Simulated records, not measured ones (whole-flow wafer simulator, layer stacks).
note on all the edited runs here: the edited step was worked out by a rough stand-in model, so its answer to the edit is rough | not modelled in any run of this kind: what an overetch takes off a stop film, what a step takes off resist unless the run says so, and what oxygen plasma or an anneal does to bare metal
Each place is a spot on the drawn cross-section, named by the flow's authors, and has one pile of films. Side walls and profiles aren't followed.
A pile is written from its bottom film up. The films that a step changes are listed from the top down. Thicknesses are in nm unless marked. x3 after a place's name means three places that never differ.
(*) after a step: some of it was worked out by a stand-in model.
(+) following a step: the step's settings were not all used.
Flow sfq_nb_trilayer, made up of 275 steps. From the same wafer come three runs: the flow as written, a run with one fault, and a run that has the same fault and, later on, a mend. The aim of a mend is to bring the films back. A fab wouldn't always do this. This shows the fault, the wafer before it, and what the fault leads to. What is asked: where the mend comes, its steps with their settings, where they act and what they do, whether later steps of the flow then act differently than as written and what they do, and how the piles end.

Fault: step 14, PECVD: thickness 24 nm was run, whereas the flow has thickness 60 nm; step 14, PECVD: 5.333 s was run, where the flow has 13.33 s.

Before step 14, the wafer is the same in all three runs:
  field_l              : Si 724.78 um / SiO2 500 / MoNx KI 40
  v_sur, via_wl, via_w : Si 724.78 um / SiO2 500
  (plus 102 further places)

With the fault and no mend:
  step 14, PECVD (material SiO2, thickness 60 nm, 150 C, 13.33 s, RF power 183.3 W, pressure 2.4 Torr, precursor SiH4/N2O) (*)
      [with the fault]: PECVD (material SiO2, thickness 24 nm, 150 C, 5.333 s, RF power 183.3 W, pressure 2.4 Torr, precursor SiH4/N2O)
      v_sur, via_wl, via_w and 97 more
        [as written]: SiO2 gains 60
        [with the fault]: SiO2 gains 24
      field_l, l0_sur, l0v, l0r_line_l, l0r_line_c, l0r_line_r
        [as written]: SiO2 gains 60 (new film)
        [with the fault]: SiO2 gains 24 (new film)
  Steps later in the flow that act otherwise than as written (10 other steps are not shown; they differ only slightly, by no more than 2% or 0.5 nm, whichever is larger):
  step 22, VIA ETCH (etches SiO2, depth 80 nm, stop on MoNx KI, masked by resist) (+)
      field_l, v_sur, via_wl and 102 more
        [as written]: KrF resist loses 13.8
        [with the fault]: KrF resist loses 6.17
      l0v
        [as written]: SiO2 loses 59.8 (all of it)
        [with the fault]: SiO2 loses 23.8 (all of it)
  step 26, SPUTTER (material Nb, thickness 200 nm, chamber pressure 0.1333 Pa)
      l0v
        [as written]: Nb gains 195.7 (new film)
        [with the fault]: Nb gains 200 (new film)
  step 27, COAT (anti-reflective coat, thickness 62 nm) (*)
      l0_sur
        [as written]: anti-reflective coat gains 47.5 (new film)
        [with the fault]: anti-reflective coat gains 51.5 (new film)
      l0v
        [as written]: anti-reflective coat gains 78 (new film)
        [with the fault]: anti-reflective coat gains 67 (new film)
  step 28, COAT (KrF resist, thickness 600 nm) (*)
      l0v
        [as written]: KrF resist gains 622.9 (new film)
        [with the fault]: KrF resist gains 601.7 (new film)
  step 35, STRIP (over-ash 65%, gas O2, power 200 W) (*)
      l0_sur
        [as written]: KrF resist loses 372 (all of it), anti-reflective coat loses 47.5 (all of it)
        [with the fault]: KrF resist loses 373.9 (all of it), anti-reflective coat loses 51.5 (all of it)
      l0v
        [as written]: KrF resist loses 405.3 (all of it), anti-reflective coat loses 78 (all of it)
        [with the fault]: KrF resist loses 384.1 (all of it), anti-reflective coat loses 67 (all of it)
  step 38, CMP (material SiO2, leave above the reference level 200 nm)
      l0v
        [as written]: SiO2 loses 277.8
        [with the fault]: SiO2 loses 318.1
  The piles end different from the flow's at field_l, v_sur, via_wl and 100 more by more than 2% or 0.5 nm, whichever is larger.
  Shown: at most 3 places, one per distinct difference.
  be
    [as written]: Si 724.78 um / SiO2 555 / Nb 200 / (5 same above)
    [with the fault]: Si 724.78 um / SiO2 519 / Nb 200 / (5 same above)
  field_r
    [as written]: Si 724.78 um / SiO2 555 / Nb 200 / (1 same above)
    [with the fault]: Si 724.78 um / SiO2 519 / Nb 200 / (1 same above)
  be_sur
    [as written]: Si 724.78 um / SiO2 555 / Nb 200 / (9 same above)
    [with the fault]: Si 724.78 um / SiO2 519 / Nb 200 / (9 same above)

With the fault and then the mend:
  After step 14 comes the mend.
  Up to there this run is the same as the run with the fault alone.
  step 14a, PECVD (material SiO2, thickness 36 nm, 150 C, 8 s, RF power 183.3 W, pressure 2.4 Torr, precursor SiH4/N2O) (a further turn of the flow's step 14, with different settings)
      field_l, v_sur, via_wl and 103 more
        SiO2 gains 36
  Later steps of the flow that are run all act as written at every place that is followed, up to a difference of at most 2% or 0.5 nm, whichever is larger.
  At every place that both follow, the piles at the end match the flow's.
